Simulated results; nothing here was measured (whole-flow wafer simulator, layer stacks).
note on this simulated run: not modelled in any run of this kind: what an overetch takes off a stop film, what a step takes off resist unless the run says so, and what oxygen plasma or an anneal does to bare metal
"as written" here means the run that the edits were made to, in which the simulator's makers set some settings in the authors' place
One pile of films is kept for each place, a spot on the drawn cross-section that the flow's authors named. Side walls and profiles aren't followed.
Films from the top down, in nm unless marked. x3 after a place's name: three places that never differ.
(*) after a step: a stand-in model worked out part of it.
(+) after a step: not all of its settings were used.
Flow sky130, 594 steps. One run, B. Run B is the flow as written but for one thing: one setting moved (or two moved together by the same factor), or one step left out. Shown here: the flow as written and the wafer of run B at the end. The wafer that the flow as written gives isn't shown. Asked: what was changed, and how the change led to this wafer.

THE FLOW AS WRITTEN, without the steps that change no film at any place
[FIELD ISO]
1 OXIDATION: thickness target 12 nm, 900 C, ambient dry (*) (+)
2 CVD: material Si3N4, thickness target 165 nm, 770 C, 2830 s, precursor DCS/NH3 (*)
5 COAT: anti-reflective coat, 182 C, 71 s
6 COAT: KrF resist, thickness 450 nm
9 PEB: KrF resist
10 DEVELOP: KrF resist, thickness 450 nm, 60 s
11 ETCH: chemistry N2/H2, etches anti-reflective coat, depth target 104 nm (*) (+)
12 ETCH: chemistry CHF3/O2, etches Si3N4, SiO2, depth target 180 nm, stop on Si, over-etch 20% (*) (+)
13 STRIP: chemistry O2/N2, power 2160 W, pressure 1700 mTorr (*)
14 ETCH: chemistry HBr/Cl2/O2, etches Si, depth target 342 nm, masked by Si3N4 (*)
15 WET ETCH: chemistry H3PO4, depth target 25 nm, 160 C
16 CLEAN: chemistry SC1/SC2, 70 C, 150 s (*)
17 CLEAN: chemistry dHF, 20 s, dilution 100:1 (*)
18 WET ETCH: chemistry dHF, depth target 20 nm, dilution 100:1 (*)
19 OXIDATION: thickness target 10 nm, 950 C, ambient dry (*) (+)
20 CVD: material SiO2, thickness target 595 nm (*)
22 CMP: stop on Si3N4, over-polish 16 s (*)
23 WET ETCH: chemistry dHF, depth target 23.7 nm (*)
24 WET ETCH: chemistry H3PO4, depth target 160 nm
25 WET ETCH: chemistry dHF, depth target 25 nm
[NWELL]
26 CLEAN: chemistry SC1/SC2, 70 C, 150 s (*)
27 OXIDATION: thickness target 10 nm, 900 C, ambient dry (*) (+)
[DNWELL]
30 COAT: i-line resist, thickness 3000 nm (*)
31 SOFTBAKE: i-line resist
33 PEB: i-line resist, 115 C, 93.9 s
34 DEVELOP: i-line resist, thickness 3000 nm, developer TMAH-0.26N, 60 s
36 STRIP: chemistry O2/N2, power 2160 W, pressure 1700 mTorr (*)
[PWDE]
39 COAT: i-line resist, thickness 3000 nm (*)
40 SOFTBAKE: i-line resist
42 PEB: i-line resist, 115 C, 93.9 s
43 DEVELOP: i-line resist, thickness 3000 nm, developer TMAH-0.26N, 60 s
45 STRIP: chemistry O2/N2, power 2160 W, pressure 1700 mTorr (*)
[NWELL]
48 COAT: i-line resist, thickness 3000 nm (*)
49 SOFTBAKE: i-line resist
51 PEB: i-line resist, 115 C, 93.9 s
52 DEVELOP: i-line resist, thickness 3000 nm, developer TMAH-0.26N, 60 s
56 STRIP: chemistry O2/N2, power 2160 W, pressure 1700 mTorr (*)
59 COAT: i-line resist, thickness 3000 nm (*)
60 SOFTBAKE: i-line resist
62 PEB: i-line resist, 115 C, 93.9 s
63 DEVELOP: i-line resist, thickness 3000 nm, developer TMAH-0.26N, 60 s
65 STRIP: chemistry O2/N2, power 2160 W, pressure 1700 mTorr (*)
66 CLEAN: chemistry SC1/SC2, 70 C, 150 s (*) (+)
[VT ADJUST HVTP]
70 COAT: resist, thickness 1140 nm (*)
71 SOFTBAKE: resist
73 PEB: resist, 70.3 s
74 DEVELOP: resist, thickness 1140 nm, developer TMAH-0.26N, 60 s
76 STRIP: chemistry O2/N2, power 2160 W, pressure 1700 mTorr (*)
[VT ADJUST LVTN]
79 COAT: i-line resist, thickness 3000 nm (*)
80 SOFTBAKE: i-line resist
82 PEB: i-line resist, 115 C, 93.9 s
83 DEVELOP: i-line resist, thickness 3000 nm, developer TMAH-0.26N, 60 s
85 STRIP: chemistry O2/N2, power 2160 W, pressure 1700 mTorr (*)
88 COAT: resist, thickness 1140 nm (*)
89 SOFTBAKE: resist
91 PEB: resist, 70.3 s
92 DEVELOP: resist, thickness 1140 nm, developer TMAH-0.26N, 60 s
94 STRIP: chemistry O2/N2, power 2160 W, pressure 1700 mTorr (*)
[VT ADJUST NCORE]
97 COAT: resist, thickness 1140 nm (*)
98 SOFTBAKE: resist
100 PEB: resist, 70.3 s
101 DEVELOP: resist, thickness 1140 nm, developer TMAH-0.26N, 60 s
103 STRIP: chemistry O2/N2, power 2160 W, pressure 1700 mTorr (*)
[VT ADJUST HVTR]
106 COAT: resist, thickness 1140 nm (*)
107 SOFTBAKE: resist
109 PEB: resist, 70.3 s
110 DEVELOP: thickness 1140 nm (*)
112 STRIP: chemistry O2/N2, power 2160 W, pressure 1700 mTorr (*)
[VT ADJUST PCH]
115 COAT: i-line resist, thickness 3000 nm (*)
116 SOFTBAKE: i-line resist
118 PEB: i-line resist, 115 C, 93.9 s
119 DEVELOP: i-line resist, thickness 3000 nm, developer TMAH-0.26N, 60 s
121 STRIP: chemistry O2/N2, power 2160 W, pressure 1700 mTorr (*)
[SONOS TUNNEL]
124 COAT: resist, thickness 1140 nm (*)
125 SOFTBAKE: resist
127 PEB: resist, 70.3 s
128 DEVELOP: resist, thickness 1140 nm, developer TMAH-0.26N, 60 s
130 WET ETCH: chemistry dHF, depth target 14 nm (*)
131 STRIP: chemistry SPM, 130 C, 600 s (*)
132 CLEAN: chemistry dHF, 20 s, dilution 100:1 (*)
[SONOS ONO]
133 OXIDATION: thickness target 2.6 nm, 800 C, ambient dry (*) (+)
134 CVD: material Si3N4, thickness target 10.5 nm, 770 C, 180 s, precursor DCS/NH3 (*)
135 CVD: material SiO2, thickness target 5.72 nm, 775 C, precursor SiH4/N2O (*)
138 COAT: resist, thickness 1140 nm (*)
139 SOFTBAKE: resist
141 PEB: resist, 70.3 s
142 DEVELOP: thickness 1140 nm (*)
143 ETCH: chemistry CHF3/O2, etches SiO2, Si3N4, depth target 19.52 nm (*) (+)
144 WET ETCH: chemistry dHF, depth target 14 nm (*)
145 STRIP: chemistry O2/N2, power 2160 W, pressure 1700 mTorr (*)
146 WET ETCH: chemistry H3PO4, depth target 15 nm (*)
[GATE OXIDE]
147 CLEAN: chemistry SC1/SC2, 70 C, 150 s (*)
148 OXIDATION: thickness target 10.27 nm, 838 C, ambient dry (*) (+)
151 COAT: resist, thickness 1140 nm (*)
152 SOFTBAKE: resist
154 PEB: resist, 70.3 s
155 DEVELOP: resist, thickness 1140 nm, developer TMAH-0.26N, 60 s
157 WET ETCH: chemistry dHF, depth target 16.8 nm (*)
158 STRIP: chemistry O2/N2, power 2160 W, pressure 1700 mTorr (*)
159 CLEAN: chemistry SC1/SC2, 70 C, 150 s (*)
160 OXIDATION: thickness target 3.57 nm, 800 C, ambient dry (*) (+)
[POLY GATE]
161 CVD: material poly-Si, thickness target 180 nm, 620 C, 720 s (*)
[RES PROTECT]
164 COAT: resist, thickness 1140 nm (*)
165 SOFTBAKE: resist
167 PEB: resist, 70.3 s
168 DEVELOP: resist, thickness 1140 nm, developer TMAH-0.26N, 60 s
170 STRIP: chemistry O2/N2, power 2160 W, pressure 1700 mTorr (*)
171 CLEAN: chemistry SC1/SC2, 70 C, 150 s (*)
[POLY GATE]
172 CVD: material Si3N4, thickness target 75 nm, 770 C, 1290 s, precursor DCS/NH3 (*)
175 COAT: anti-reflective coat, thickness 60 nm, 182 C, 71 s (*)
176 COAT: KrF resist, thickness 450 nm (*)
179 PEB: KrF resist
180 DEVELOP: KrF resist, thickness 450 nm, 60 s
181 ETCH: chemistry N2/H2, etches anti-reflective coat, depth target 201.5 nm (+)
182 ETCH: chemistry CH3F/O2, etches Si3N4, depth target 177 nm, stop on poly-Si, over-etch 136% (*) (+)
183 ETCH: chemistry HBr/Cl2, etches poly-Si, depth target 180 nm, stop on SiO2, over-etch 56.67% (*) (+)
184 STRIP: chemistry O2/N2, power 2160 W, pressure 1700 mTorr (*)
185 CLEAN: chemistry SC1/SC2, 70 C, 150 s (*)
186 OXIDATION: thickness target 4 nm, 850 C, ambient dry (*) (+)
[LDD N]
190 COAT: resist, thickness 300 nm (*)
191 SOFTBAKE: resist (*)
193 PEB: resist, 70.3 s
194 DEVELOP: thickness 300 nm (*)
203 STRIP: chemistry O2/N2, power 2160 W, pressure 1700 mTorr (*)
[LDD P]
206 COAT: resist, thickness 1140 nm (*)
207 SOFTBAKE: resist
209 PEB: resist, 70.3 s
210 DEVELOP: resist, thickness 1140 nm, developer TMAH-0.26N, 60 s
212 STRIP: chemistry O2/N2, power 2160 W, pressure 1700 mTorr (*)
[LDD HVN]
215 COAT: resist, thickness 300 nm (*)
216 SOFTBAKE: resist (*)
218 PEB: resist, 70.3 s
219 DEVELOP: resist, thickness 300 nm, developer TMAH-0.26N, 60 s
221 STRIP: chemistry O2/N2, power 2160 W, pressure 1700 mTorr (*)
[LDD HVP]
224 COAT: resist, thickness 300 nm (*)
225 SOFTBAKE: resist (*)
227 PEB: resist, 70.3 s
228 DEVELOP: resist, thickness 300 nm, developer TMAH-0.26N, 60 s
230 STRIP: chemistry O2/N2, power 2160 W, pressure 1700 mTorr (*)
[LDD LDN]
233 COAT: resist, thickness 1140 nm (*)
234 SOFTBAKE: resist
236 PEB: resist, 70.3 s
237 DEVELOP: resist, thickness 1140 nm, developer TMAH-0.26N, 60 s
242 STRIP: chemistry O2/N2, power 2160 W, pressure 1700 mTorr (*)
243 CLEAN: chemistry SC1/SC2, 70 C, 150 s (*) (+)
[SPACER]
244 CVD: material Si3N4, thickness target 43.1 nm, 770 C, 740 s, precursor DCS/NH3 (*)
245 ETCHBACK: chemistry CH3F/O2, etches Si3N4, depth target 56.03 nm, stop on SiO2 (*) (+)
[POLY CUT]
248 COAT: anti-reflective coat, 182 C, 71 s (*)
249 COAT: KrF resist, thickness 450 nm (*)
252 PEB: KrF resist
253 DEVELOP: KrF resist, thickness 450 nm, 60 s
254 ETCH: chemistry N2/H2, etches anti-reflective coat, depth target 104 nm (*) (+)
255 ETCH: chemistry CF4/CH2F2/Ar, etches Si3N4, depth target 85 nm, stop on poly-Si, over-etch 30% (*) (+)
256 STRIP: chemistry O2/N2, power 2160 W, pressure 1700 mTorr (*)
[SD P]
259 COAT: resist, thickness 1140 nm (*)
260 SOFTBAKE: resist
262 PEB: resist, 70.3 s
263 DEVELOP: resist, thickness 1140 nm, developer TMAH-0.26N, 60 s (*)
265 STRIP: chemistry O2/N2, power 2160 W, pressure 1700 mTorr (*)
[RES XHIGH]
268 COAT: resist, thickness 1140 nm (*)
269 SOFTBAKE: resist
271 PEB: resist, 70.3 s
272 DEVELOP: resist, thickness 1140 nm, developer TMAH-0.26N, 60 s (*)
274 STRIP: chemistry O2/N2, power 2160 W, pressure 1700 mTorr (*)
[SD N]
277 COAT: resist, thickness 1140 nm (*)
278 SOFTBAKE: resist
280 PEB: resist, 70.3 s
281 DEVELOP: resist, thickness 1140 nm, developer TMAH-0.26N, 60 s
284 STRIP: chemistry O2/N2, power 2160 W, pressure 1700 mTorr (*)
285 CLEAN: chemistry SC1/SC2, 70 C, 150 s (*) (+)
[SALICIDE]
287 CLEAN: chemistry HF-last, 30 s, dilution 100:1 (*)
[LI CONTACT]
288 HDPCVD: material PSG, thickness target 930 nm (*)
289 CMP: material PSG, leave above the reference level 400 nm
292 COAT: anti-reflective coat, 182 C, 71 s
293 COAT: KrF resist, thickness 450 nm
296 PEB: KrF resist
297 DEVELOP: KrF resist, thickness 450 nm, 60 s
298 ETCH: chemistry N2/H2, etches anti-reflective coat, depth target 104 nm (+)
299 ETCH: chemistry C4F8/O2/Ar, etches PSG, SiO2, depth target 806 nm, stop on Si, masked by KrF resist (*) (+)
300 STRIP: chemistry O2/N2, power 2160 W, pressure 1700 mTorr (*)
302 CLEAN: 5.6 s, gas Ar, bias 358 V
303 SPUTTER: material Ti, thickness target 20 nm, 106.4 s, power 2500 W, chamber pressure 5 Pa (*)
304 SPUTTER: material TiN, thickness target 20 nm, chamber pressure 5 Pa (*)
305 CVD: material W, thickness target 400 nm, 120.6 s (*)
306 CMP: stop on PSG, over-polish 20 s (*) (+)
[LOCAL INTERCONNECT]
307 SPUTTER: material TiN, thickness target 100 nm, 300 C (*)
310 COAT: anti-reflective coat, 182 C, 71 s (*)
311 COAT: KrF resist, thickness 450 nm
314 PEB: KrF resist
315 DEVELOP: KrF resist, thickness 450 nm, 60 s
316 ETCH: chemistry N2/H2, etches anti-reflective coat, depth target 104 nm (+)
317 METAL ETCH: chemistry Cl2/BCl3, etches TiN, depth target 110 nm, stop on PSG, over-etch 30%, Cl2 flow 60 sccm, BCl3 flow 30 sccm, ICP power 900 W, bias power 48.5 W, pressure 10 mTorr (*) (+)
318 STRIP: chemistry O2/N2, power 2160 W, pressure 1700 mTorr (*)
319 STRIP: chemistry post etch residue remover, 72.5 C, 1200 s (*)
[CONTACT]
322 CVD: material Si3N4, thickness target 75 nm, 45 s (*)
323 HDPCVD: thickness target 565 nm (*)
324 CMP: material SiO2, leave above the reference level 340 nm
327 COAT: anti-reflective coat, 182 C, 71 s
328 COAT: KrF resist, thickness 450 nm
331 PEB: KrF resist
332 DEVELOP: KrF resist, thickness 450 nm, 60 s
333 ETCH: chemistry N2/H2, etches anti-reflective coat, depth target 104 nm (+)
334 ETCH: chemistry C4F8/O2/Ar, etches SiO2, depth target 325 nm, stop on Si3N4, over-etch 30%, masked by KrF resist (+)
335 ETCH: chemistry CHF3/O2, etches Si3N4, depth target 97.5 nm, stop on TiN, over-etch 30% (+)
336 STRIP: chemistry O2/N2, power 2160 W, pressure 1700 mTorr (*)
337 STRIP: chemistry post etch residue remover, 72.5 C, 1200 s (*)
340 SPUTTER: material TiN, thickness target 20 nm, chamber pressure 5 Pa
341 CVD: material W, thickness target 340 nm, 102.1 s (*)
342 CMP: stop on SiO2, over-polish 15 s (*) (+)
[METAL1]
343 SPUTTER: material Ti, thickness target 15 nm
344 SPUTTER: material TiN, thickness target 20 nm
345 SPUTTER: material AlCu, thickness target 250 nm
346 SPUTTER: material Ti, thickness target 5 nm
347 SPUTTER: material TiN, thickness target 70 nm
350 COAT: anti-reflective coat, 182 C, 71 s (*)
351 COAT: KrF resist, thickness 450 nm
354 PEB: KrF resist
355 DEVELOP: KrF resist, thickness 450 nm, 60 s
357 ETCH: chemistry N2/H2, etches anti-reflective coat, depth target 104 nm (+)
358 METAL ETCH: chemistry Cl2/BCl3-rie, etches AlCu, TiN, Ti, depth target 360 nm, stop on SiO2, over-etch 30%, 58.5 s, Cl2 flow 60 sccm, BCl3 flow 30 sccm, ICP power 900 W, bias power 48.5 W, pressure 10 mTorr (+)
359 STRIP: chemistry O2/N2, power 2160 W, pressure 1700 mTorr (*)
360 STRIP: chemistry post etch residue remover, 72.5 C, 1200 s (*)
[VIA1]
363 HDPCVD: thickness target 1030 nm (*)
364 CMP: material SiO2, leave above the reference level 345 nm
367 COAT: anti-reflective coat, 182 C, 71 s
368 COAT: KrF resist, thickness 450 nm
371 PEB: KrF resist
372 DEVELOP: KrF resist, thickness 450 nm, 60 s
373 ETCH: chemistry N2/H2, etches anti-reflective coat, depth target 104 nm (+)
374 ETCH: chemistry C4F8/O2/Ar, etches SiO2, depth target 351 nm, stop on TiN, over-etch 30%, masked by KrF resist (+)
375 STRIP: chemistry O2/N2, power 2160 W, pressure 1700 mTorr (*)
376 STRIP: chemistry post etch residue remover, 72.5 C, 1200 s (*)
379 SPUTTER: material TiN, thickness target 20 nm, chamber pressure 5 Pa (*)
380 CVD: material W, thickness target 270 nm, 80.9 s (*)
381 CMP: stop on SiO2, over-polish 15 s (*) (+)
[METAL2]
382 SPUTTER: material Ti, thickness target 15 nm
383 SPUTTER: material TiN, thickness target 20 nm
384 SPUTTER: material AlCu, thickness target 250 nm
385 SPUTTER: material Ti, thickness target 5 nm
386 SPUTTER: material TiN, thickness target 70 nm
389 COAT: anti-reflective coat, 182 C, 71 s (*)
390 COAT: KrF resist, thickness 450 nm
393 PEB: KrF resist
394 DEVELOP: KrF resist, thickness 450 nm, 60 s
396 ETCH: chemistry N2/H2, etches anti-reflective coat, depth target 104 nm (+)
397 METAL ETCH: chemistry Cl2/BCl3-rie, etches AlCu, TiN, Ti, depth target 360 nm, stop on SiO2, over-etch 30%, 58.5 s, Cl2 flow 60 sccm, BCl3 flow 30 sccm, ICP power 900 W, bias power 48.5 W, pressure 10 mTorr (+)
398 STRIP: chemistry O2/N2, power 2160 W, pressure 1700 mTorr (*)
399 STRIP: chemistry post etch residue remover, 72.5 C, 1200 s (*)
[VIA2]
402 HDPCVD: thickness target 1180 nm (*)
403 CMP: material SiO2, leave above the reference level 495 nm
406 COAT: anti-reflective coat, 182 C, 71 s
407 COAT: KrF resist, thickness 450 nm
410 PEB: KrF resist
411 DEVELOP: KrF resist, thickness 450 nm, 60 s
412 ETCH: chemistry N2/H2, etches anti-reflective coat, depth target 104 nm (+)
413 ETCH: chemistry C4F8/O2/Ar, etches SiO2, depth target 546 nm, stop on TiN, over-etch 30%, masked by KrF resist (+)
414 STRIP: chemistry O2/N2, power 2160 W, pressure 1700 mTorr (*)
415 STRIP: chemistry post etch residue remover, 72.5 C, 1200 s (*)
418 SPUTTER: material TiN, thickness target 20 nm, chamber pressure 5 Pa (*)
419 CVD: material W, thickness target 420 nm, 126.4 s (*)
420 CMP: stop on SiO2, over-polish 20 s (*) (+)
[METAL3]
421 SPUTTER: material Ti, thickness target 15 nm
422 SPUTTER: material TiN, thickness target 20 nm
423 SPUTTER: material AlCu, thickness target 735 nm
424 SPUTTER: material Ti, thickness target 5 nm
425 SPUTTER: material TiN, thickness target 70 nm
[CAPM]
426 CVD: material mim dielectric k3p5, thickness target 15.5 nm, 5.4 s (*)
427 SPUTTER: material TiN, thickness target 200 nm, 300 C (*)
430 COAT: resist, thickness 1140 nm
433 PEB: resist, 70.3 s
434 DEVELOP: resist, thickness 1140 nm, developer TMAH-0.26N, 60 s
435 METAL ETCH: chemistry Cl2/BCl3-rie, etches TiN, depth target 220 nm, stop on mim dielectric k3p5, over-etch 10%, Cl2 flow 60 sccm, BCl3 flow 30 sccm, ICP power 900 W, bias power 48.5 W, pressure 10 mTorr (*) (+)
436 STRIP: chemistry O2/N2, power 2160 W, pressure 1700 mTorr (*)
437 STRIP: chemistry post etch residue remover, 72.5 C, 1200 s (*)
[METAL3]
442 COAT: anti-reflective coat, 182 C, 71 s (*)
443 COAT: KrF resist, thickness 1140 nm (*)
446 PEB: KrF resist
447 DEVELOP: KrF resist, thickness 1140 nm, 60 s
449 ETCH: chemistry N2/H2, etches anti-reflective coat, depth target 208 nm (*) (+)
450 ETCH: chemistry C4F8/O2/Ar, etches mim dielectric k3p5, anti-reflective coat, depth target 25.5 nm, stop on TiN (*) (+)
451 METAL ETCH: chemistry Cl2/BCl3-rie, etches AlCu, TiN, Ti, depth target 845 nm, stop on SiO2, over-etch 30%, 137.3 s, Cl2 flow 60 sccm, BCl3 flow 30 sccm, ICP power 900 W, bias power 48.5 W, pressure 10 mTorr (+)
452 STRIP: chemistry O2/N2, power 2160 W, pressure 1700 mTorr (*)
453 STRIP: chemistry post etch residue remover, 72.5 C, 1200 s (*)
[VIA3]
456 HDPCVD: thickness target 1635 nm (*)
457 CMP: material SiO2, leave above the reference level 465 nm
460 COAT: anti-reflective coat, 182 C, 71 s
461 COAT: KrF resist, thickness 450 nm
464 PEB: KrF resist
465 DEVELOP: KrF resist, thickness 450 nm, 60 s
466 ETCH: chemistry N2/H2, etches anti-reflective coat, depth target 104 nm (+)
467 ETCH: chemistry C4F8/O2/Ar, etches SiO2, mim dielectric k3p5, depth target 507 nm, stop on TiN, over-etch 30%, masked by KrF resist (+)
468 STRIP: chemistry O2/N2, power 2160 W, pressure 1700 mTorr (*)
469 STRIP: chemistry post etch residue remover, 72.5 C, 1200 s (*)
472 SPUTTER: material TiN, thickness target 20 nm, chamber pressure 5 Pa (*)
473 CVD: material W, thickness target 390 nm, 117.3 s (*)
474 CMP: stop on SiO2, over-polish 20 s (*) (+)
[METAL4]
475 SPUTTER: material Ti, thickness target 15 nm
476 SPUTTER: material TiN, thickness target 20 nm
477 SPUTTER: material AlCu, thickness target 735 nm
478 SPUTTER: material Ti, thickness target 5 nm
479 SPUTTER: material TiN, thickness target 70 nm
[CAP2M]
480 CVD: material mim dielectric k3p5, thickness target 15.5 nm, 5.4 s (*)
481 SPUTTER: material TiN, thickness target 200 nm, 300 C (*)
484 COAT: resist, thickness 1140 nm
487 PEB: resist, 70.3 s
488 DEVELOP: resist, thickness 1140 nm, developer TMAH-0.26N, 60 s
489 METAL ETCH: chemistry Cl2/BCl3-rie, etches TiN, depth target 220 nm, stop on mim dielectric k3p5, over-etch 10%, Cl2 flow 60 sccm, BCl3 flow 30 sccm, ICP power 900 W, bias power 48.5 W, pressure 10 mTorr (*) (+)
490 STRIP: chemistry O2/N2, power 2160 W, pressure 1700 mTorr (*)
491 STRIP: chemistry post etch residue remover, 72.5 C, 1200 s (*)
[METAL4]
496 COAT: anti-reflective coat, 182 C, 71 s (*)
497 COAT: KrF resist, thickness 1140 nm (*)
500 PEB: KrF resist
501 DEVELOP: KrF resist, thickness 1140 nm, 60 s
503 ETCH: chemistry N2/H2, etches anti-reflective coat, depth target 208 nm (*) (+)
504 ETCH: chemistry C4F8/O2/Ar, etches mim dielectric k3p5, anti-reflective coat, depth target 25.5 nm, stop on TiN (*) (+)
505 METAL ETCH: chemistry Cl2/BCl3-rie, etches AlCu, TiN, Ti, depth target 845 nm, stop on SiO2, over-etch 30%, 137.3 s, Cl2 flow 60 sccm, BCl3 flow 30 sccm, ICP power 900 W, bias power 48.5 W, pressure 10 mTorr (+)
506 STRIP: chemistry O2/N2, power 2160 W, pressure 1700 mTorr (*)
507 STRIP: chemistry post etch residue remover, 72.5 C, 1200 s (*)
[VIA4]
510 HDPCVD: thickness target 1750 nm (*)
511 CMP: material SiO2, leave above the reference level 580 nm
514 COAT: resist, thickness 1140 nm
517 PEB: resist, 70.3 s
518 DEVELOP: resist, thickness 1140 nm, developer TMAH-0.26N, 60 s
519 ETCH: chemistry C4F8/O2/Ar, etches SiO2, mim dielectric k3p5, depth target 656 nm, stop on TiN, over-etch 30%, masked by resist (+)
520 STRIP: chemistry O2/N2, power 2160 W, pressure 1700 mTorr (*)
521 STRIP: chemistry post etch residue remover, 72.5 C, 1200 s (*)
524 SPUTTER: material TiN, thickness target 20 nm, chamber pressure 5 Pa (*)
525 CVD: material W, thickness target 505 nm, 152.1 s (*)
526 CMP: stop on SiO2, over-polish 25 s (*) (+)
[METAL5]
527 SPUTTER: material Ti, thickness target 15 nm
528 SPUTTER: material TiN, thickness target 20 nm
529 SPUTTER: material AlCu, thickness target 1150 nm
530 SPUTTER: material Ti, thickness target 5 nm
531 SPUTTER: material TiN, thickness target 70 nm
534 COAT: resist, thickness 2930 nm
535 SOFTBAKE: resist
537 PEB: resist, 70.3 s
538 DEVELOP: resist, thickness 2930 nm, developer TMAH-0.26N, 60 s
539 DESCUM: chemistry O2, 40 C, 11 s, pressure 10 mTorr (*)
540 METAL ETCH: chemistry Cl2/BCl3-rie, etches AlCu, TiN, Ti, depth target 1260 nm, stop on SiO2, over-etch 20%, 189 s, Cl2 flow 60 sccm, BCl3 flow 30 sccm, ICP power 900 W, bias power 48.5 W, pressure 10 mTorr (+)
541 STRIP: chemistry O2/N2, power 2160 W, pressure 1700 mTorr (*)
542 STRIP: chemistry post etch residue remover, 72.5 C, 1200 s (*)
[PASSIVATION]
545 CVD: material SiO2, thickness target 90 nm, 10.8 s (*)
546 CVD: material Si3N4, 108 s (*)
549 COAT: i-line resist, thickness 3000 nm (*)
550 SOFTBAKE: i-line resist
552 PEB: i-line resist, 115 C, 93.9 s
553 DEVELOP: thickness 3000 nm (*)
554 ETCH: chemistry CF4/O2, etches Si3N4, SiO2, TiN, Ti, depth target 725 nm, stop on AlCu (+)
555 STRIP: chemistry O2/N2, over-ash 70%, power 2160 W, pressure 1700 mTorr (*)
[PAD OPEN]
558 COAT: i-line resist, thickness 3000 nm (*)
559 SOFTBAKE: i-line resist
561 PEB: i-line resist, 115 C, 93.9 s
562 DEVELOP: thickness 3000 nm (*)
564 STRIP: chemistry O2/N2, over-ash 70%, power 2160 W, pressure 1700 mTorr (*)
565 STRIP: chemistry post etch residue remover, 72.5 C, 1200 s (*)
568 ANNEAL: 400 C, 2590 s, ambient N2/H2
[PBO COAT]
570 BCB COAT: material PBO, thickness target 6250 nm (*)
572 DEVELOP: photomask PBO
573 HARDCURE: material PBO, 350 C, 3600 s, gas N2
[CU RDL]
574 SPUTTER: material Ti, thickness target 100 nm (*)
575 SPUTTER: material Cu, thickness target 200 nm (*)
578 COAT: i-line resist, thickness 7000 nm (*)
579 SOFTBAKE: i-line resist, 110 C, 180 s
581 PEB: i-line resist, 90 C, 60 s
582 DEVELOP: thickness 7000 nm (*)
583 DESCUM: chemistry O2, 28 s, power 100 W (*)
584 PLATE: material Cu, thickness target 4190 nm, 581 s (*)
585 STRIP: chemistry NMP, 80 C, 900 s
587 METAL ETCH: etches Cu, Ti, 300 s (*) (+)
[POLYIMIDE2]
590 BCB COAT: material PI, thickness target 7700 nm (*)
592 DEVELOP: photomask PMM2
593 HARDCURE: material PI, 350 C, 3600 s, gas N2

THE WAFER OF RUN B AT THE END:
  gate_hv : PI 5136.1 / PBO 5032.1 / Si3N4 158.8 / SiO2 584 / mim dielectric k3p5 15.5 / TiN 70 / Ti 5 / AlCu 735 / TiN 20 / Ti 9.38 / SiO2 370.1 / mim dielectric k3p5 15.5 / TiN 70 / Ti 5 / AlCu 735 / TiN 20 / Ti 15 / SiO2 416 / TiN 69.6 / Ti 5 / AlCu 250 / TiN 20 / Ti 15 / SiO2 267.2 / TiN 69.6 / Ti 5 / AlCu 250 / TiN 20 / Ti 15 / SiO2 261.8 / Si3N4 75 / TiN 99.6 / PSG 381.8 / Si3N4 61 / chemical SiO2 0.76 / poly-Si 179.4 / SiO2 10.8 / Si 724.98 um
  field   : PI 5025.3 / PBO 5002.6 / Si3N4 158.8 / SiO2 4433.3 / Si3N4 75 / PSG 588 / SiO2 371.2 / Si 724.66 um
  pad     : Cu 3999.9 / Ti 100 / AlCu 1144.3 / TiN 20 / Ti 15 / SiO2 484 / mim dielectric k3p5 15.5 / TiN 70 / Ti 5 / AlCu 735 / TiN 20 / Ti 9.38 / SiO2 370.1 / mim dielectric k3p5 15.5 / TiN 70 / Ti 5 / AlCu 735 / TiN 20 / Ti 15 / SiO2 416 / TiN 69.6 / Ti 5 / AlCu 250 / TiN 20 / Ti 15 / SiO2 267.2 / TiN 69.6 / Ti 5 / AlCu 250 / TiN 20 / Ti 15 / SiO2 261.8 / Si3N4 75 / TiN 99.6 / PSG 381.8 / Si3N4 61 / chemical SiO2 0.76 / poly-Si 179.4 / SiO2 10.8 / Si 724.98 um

The cause: step 475, SPUTTER: thickness target 9.38 nm was run, where the flow has thickness target 15 nm.
It can be read off the wafer: gate_hv has Ti 9.38, and step 475 as written asks for 15 nm.

How the change led to this, step by step:
  475 SPUTTER: material Ti, thickness target 15 nm
      field, active, n_well and 189 more: Ti +9.38 (new film) (as written it would be: Ti +15 (new film))
  505 METAL ETCH: chemistry Cl2/BCl3-rie, etches AlCu, TiN, Ti, depth target 845 nm, stop on SiO2, over-etch 30%, 137.3 s, Cl2 flow 60 sccm, BCl3 flow 30 sccm, ICP power 900 W, bias power 48.5 W, pressure 10 mTorr (+)
      field, gate, spacer and 68 more: TiN -70 (all of it), Ti -5 (all of it), AlCu -735 (all of it), TiN -20 (all of it), Ti -9.38 (all of it), SiO2 -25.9 (as written it would be: TiN -70 (all of it), Ti -5 (all of it), AlCu -735 (all of it), TiN -20 (all of it), Ti -15 (all of it), SiO2 -25.4)
      active, vpp_iso1, mim_edge_plate and 14 more: TiN -70 (all of it), Ti -5 (all of it), AlCu -735 (all of it), TiN -20 (all of it), Ti -9.38 (all of it), SiO2 -25.9 (as written it would be: TiN -70 (all of it), Ti -5 (all of it), AlCu -735 (all of it), TiN -20 (all of it), Ti -15 (all of it), SiO2 -25.3)
